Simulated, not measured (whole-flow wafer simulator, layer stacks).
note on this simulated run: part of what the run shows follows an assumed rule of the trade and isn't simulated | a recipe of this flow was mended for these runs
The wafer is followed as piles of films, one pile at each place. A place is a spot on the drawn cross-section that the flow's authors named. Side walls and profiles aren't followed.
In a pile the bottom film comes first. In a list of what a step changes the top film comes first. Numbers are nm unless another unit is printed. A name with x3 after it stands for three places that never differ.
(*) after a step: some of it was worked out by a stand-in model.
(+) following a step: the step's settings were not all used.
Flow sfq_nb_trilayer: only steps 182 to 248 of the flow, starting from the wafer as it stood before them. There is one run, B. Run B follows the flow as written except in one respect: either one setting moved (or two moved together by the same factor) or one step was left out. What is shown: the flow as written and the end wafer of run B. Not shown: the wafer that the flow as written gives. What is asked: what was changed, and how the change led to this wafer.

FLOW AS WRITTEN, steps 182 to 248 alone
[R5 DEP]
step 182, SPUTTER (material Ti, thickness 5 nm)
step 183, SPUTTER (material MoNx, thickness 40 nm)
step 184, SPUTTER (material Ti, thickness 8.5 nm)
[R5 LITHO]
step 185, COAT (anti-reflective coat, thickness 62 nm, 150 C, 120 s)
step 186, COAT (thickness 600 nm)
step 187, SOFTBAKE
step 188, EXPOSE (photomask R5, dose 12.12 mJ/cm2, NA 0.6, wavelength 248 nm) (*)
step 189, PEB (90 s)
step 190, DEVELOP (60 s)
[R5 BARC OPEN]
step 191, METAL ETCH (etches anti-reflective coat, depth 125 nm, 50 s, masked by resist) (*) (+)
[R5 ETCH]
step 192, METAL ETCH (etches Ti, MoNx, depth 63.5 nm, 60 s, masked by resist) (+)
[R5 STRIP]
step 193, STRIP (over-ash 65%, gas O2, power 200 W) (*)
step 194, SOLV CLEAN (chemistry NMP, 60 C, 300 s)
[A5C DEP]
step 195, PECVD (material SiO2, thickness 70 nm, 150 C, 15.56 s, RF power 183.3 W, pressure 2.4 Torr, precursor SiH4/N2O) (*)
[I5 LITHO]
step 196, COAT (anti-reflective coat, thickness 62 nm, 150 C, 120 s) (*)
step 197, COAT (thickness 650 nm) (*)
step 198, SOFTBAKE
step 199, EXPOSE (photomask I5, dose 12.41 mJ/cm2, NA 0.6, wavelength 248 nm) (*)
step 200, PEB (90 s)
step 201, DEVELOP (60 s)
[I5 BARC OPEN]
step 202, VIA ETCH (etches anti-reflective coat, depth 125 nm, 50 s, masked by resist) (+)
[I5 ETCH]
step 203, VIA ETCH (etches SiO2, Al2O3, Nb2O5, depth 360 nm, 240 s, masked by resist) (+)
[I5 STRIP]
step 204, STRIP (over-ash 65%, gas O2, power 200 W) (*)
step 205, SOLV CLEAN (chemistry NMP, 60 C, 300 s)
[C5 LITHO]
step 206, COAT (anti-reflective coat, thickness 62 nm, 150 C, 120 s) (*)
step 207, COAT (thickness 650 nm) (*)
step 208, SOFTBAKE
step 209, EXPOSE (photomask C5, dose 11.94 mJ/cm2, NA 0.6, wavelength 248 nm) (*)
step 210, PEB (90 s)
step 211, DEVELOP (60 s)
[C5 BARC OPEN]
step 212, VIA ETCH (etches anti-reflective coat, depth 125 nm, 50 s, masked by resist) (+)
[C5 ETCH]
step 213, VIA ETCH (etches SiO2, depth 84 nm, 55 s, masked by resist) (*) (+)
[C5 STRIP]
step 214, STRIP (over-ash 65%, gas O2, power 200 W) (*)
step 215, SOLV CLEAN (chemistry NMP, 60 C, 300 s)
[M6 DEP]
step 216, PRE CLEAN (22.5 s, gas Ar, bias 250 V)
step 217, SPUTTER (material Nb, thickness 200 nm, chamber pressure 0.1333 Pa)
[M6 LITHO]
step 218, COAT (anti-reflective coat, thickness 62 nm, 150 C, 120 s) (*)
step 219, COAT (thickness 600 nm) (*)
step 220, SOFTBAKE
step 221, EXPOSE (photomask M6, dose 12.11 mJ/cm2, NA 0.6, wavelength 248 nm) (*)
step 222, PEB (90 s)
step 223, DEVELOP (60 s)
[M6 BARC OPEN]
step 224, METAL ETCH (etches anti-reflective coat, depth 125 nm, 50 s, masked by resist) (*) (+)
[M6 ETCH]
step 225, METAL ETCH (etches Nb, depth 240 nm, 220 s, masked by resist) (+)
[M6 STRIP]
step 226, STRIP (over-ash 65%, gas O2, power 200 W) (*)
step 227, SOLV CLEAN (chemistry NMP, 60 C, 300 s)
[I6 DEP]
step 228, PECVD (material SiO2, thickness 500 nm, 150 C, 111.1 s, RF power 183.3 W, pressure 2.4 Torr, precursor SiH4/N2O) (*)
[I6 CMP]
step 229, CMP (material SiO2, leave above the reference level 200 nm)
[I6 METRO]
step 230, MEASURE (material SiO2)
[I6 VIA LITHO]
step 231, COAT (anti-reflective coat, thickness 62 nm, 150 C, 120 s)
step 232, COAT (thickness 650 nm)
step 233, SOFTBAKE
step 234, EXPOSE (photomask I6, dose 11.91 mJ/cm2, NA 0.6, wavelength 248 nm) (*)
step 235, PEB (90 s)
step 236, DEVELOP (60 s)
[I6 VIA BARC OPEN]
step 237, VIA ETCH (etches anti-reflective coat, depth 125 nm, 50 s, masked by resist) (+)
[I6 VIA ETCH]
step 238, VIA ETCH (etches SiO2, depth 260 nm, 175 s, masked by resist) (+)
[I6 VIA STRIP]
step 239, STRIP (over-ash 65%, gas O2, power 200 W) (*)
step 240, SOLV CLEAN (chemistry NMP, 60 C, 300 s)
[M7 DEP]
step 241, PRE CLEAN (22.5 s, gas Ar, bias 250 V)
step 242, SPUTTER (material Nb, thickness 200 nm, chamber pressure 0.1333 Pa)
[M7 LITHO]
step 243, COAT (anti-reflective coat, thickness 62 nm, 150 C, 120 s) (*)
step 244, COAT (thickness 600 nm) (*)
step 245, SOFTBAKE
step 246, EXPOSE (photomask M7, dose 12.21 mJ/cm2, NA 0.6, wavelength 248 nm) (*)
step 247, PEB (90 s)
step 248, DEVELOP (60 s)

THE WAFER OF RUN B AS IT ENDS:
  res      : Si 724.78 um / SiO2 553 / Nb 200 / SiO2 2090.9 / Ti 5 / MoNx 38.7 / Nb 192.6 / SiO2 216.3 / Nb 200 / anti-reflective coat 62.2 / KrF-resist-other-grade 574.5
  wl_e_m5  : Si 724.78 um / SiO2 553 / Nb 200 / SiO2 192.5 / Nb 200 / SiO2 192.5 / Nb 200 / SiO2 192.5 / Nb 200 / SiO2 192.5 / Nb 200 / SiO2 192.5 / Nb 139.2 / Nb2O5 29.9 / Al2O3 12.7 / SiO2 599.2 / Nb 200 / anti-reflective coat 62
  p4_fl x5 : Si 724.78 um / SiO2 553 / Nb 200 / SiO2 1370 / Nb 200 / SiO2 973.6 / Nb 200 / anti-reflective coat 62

What caused this: step 184, SPUTTER: thickness 4.675 nm was run, though the flow has thickness 8.5 nm.

The path from the change to this, step by step:
  step 184, SPUTTER (material Ti, thickness 8.5 nm)
      field_l, v_sur, via_wl and 103 more: +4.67 Ti (new film) (it would be, as written: +8.5 Ti (new film))
  step 192, METAL ETCH (etches Ti, MoNx, depth 63.5 nm, 60 s, masked by resist) (+)
      field_l, v_sur, via_wl and 92 more: -4.67 Ti (all of it), -40 MoNx (all of it), -5 Ti (all of it), -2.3 SiO2 (it would be, as written: -8.5 Ti (all of it), -40 MoNx (all of it), -5 Ti (all of it), -1.67 SiO2)
      ce_l, c5j, ce_r, wl_jj: -4.67 Ti (all of it), -40 MoNx (all of it), -5 Ti (all of it), -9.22 Nb (it would be, as written: -8.5 Ti (all of it), -40 MoNx (all of it), -5 Ti (all of it), -6.67 Nb)
  step 196, COAT (anti-reflective coat, thickness 62 nm, 150 C, 120 s) (*)
      r5r_line_l, r5r_line_c, r5r_line_r: +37 anti-reflective coat (new film) (it would be, as written: +35.5 anti-reflective coat (new film))
      sp_r: +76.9 anti-reflective coat (new film) (it would be, as written: +78.5 anti-reflective coat (new film))
      (also at 1 further place)
  step 204, STRIP (over-ash 65%, gas O2, power 200 W) (*)
      r5r_line_l, r5r_line_c, r5r_line_r: -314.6 KrF-resist-other-grade (all of it), -37 anti-reflective coat (all of it) (it would be, as written: -314.5 KrF-resist-other-grade (all of it), -35.5 anti-reflective coat (all of it))
      sp_r: -314.4 KrF-resist-other-grade (all of it), -76.9 anti-reflective coat (all of it) (it would be, as written: -314.1 KrF-resist-other-grade (all of it), -78.5 anti-reflective coat (all of it))
      (also at 1 further place)
  step 206, COAT (anti-reflective coat, thickness 62 nm, 150 C, 120 s) (*)
      r5r_line_l, r5r_line_c, r5r_line_r: +37 anti-reflective coat (new film) (it would be, as written: +35.5 anti-reflective coat (new film))
      sp_r: +77 anti-reflective coat (new film) (it would be, as written: +78.6 anti-reflective coat (new film))
      (also at 1 further place)
  step 214, STRIP (over-ash 65%, gas O2, power 200 W) (*)
      r5r_line_l, r5r_line_c, r5r_line_r: -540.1 KrF-resist-other-grade (all of it), -37 anti-reflective coat (all of it) (it would be, as written: -540 KrF-resist-other-grade (all of it), -35.5 anti-reflective coat (all of it))
      sp_r: -538.3 KrF-resist-other-grade (all of it), -77 anti-reflective coat (all of it) (it would be, as written: -537.9 KrF-resist-other-grade (all of it), -78.6 anti-reflective coat (all of it))
      (also at 1 further place)
  step 216, PRE CLEAN (22.5 s, gas Ar, bias 250 V)
      res: -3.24 Ti (all of it), -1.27 MoNx (it would be, as written: -4.53 Ti)
  step 218, COAT (anti-reflective coat, thickness 62 nm, 150 C, 120 s) (*)
      r5r_line_l, r5r_line_c, r5r_line_r: +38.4 anti-reflective coat (new film) (it would be, as written: +37.1 anti-reflective coat (new film))
      ce_l: +58.3 anti-reflective coat (new film) (it would be, as written: +56.7 anti-reflective coat (new film))
      (also at 2 further places)
  step 224, METAL ETCH (etches anti-reflective coat, depth 125 nm, 50 s, masked by resist) (*) (+)
      r5r_line_l, r5r_line_c, r5r_line_r: -38.4 anti-reflective coat (all of it) (it would be, as written: -37.1 anti-reflective coat (all of it))
  step 226, STRIP (over-ash 65%, gas O2, power 200 W) (*)
      ce_l: -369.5 KrF-resist-other-grade (all of it), -58.3 anti-reflective coat (all of it) (it would be, as written: -369.7 KrF-resist-other-grade (all of it), -56.7 anti-reflective coat (all of it))
      sp_r: -365.7 KrF-resist-other-grade (all of it), -65.5 anti-reflective coat (all of it) (it would be, as written: -365.4 KrF-resist-other-grade (all of it), -66.9 anti-reflective coat (all of it))
      (also at 1 further place)
  step 229, CMP (material SiO2, leave above the reference level 200 nm)
      r5r_line_l, r5r_spacepad_l, r5r_spacepad_r, r5r_line_c, r5r_line_r: -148 SiO2 (it would be, as written: -151.2 SiO2)
